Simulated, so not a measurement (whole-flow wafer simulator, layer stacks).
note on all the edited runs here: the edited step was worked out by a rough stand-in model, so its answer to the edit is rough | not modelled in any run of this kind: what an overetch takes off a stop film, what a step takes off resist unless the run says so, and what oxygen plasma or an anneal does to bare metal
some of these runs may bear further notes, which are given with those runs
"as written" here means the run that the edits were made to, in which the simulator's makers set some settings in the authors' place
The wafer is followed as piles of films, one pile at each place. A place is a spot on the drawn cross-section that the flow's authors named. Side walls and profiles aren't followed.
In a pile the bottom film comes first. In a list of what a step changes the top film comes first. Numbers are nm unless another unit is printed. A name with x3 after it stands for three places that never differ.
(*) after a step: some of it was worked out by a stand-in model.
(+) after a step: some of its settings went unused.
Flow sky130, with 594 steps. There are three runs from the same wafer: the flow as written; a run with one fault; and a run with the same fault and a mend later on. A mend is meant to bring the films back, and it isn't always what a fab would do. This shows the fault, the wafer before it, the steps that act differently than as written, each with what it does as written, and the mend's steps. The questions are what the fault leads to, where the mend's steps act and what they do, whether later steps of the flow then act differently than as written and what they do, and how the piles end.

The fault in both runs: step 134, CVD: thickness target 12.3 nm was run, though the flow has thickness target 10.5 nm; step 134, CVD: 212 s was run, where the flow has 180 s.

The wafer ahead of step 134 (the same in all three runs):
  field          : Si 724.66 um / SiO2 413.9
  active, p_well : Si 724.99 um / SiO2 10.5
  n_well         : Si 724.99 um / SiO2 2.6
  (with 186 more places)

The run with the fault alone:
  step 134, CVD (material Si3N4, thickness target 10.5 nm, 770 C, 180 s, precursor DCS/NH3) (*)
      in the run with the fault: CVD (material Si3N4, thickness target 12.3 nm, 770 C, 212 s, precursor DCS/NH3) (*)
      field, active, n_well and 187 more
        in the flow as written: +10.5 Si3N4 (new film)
        in the run with the fault: +12.3 Si3N4 (new film)
  Later steps of the flow acting differently than as written (80 other steps are not shown; they differ only slightly, by no more than 2% or 0.5 nm, whichever is larger):
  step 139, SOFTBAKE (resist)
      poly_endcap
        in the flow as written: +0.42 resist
        in the run with the fault: -0.85 resist
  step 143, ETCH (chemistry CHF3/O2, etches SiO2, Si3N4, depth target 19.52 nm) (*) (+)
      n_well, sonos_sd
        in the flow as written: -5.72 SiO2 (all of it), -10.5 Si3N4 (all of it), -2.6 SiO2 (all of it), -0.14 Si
        in the run with the fault: -5.72 SiO2 (all of it), -12.3 Si3N4 (all of it), -1.5 SiO2
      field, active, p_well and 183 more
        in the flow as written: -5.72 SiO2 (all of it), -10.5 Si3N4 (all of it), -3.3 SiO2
        in the run with the fault: -5.72 SiO2 (all of it), -12.3 Si3N4 (all of it), -1.5 SiO2
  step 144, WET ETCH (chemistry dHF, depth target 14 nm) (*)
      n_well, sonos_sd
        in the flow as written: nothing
        in the run with the fault: -1.1 SiO2 (all of it)
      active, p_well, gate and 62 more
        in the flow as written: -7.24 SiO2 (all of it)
        in the run with the fault: -9.04 SiO2 (all of it)
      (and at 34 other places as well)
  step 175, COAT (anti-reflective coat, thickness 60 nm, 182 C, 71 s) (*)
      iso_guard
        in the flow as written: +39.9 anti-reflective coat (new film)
        in the run with the fault: +39 anti-reflective coat (new film)
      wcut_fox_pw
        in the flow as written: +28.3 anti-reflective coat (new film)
        in the run with the fault: +27.6 anti-reflective coat (new film)
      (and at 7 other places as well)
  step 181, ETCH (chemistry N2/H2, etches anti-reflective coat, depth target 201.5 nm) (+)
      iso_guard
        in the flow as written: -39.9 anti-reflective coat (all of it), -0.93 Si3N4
        in the run with the fault: -39 anti-reflective coat (all of it), -0.96 Si3N4
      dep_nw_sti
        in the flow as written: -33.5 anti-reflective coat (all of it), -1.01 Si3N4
        in the run with the fault: -32.7 anti-reflective coat (all of it), -1.05 Si3N4
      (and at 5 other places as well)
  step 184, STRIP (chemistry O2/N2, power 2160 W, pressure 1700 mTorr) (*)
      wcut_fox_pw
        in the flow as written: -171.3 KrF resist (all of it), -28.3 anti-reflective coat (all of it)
        in the run with the fault: -170.5 KrF resist (all of it), -27.6 anti-reflective coat (all of it)
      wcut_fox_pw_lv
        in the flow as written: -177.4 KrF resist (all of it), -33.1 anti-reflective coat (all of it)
        in the run with the fault: -176.7 KrF resist (all of it), -32.3 anti-reflective coat (all of it)
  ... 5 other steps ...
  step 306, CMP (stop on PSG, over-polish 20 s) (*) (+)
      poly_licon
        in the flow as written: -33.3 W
        in the run with the fault: -35.1 W
  By the end, the piles at sonos_cell, sonos_cell_x depart from the flow's by more than 2% or 0.5 nm, whichever is larger.
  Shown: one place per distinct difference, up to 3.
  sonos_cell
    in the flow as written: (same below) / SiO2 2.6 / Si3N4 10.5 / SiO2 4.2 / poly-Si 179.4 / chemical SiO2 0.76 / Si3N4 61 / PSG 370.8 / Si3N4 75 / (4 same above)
    in the run with the fault: (same below) / SiO2 2.6 / Si3N4 12.3 / SiO2 4.2 / poly-Si 179.4 / chemical SiO2 0.76 / Si3N4 61 / PSG 369 / Si3N4 75 / (4 same above)

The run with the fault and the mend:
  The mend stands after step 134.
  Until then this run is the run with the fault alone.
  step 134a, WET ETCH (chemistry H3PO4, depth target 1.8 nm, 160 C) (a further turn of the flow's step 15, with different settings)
      field, active, n_well and 187 more
        -1.8 Si3N4
  Later steps of the flow that are run all act as written at every place that is followed, up to a difference of at most 2% or 0.5 nm, whichever is larger.
  By the end, the piles equal the flow's at every place that both follow.
